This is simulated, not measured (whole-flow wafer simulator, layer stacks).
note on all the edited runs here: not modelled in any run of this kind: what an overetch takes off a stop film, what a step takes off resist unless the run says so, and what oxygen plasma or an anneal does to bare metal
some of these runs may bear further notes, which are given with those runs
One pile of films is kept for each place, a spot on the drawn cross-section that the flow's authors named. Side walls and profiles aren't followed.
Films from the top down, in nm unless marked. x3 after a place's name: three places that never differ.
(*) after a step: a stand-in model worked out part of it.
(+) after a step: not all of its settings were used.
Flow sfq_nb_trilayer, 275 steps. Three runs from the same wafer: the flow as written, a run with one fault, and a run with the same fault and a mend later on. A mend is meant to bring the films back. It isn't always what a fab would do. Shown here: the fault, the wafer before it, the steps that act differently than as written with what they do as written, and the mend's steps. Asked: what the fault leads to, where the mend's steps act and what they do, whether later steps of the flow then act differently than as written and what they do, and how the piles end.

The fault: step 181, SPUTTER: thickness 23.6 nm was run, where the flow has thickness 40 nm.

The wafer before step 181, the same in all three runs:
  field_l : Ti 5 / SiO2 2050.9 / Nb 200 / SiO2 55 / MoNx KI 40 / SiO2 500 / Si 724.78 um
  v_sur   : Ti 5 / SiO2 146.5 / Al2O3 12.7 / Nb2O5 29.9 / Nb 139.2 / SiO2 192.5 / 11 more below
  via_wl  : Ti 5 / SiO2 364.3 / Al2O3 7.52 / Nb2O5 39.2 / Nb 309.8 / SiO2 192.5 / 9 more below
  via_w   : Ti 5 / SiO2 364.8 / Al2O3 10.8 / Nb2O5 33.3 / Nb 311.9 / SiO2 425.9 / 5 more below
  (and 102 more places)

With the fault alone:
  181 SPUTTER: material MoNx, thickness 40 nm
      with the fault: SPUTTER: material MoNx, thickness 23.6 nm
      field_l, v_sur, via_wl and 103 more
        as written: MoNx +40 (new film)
        with the fault: MoNx +23.6 (new film)
  Later steps of the flow that act differently than as written (11 more steps differ only slightly, by at most 2% or 0.5 nm, whichever is larger, and aren't shown):
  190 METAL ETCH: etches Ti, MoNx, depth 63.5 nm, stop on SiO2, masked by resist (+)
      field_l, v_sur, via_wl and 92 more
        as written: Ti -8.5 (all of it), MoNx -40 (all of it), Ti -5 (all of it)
        with the fault: Ti -8.5 (all of it), MoNx -23.6 (all of it), Ti -5 (all of it)
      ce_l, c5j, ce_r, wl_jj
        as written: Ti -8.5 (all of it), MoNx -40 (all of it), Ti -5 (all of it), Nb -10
        with the fault: Ti -8.5 (all of it), MoNx -23.6 (all of it), Ti -5 (all of it), Nb -26.4
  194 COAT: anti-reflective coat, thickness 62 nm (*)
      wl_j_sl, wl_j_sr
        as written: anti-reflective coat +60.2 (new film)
        with the fault: anti-reflective coat +57.5 (new film)
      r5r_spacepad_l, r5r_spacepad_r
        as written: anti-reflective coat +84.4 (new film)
        with the fault: anti-reflective coat +77.3 (new film)
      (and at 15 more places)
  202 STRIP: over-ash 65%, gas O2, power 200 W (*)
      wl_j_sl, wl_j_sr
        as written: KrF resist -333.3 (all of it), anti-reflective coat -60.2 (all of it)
        with the fault: KrF resist -333.4 (all of it), anti-reflective coat -57.5 (all of it)
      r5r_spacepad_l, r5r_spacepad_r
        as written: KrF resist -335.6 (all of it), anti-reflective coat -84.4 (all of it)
        with the fault: KrF resist -335 (all of it), anti-reflective coat -77.3 (all of it)
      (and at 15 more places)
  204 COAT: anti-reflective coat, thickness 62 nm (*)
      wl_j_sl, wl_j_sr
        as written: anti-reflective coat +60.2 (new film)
        with the fault: anti-reflective coat +57.5 (new film)
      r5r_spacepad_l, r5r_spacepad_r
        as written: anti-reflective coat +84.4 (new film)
        with the fault: anti-reflective coat +77.3 (new film)
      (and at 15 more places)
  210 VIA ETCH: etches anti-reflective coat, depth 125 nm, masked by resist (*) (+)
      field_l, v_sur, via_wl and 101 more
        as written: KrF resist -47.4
        with the fault: KrF resist -48.5
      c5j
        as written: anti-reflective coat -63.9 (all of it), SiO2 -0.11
        with the fault: anti-reflective coat -68.4 (all of it), SiO2 -0.09
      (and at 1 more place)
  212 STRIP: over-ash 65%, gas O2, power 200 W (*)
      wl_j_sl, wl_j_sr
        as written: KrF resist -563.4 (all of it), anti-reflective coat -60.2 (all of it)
        with the fault: KrF resist -562.3 (all of it), anti-reflective coat -57.5 (all of it)
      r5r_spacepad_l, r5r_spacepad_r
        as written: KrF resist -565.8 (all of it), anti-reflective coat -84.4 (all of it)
        with the fault: KrF resist -563.9 (all of it), anti-reflective coat -77.3 (all of it)
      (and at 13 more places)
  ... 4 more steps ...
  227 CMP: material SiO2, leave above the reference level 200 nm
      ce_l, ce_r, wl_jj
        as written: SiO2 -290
        with the fault: SiO2 -273.6
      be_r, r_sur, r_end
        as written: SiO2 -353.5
        with the fault: SiO2 -337.1
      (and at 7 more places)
  At the end the piles differ from the flow's by more than 2% or 0.5 nm, whichever is larger, at ce_l, c5j, ce_r and 8 more.
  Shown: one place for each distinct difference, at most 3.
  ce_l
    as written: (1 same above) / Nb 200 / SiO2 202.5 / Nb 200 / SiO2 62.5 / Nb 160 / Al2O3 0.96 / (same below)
    with the fault: (1 same above) / Nb 200 / SiO2 218.9 / Nb 200 / SiO2 62.5 / Nb 143.6 / Al2O3 0.96 / (same below)
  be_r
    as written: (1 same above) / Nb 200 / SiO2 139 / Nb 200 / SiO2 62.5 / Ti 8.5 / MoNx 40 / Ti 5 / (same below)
    with the fault: (1 same above) / Nb 200 / SiO2 155.4 / Nb 200 / SiO2 62.5 / Ti 8.5 / MoNx 23.6 / Ti 5 / (same below)
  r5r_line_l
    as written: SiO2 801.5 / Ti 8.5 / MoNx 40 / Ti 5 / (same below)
    with the fault: SiO2 817.9 / Ti 8.5 / MoNx 23.6 / Ti 5 / (same below)

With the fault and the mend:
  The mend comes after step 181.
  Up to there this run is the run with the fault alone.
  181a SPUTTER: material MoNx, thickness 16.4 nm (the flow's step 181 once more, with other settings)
      field_l, v_sur, via_wl and 103 more
        MoNx +16.4
  No later step of the flow acts differently than as written at any place that is followed.
  At the end the piles are the same as the flow's at every place that both follow.
